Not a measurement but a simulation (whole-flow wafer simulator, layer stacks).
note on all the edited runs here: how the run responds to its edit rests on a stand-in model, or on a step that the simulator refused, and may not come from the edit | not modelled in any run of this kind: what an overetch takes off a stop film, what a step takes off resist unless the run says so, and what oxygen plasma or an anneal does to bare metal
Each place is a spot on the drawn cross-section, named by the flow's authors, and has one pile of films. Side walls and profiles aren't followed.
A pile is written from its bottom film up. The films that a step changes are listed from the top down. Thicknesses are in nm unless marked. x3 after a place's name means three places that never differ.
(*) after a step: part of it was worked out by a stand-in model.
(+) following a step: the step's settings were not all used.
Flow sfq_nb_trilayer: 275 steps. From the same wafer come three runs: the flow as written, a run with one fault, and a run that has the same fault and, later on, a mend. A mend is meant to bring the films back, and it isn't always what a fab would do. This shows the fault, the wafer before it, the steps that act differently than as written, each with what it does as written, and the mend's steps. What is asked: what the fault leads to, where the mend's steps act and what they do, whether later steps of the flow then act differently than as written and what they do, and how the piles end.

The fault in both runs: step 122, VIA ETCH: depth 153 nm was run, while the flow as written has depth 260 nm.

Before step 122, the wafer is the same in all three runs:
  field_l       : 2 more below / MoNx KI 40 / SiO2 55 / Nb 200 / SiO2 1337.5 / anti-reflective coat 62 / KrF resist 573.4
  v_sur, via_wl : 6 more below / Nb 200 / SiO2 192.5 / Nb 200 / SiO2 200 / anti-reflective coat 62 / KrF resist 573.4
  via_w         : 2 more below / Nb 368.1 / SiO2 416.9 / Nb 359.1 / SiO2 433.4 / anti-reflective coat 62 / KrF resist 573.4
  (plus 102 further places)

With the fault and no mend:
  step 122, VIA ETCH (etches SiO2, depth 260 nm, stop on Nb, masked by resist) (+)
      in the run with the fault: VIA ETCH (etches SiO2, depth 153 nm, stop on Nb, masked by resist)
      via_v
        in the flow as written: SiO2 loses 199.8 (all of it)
        in the run with the fault: SiO2 loses 153
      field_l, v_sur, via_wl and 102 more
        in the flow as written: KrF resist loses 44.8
        in the run with the fault: KrF resist loses 26.4
  Later steps of the flow acting differently than as written (3 other steps are not shown; they differ only slightly, by no more than 2% or 0.5 nm, whichever is larger):
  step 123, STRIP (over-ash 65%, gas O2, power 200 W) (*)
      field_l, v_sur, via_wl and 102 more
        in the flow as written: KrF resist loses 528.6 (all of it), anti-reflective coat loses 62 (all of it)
        in the run with the fault: KrF resist loses 547.1 (all of it), anti-reflective coat loses 62 (all of it)
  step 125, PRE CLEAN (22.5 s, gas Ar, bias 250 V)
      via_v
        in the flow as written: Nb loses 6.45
        in the run with the fault: SiO2 loses 7.5
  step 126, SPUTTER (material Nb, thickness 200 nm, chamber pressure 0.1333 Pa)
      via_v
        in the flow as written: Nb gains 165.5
        in the run with the fault: Nb gains 175.6 (new film)
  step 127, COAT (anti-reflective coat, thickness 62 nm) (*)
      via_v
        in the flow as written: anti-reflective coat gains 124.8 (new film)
        in the run with the fault: anti-reflective coat gains 113.3 (new film)
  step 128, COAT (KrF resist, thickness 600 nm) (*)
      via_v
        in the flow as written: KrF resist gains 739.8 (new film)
        in the run with the fault: KrF resist gains 702.6 (new film)
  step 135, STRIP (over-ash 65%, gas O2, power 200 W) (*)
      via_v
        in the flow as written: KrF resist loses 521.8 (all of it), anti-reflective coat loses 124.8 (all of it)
        in the run with the fault: KrF resist loses 484.8 (all of it), anti-reflective coat loses 113.3 (all of it)
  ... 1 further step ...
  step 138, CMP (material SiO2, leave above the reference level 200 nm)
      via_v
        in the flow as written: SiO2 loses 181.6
        in the run with the fault: SiO2 loses 157.1
  The piles end different from the flow's at via_v by more than 2% or 0.5 nm, whichever is larger.
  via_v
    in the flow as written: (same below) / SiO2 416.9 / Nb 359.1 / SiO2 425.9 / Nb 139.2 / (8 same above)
    in the run with the fault: (same below) / SiO2 416.9 / Nb 200 / SiO2 39.3 / Nb 175.6 / SiO2 370.1 / Nb 139.2 / (8 same above)

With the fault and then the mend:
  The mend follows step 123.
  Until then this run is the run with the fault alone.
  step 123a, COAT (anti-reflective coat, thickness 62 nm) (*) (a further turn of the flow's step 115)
      p4_fl x3, p4_w1 x9, p4_g1 x2 and 63 more
        anti-reflective coat gains 62 (new film)
      res, r_end, moat and 8 more
        anti-reflective coat gains 61.8 (new film)
      field_l, jj_sur, ce_l, c5j
        anti-reflective coat gains 61.6 (new film)
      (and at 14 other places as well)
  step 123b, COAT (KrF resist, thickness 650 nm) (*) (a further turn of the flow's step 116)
      p4_fl x3, p4_w1 x9, p4_g1 x2 and 63 more
        KrF resist gains 650 (new film)
      moat, field_r, lsp_l, ln_m5, l0v
        KrF resist gains 649.6 (new film)
      lsp_m, ln_m6, lsp_r, l0_sur
        KrF resist gains 649.7 (new film)
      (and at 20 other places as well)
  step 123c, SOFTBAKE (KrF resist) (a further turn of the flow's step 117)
      leaves every film unchanged at each place that is followed
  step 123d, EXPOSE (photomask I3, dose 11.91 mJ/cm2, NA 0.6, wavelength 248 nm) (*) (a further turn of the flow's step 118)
      leaves every film unchanged at each place that is followed
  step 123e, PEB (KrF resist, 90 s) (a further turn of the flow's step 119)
      c5j, ce_r, sp_r and 90 more
        KrF resist loses 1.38
      field_l, v_sur, via_wl and 8 more
        KrF resist loses 1.37
      via_wr
        KrF resist loses 1.36
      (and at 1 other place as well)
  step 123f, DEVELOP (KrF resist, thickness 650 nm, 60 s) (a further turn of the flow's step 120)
      field_l, v_sur, via_wl and 102 more
        KrF resist loses 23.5
      via_v
        KrF resist loses 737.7 (all of it)
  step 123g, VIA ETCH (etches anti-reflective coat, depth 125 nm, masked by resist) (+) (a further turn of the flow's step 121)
      field_l, v_sur, via_wl and 102 more
        KrF resist loses 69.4
      via_v
        anti-reflective coat loses 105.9 (all of it), SiO2 loses 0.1
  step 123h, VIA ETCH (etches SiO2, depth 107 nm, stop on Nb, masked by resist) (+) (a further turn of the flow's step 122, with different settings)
      field_l, v_sur, via_wl and 102 more
        KrF resist loses 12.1
      via_v
        SiO2 loses 46.7 (all of it)
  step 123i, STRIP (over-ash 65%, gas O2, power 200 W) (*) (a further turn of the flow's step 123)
      p4_fl x3, p4_w1 x9, p4_g1 x2 and 63 more
        KrF resist loses 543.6 (all of it), anti-reflective coat loses 62 (all of it)
      field_r, lsp_l, ln_m5, lsp_m, ln_m6, lsp_r, l0_sur, l0v
        KrF resist loses 543.2 (all of it), anti-reflective coat loses 61.8 (all of it)
      res, r_end, moat
        KrF resist loses 543.1 (all of it), anti-reflective coat loses 61.8 (all of it)
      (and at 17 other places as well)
  Every later step of the flow that is run acts as written at every place that is followed.
  At every place that both follow, the piles at the end match the flow's.
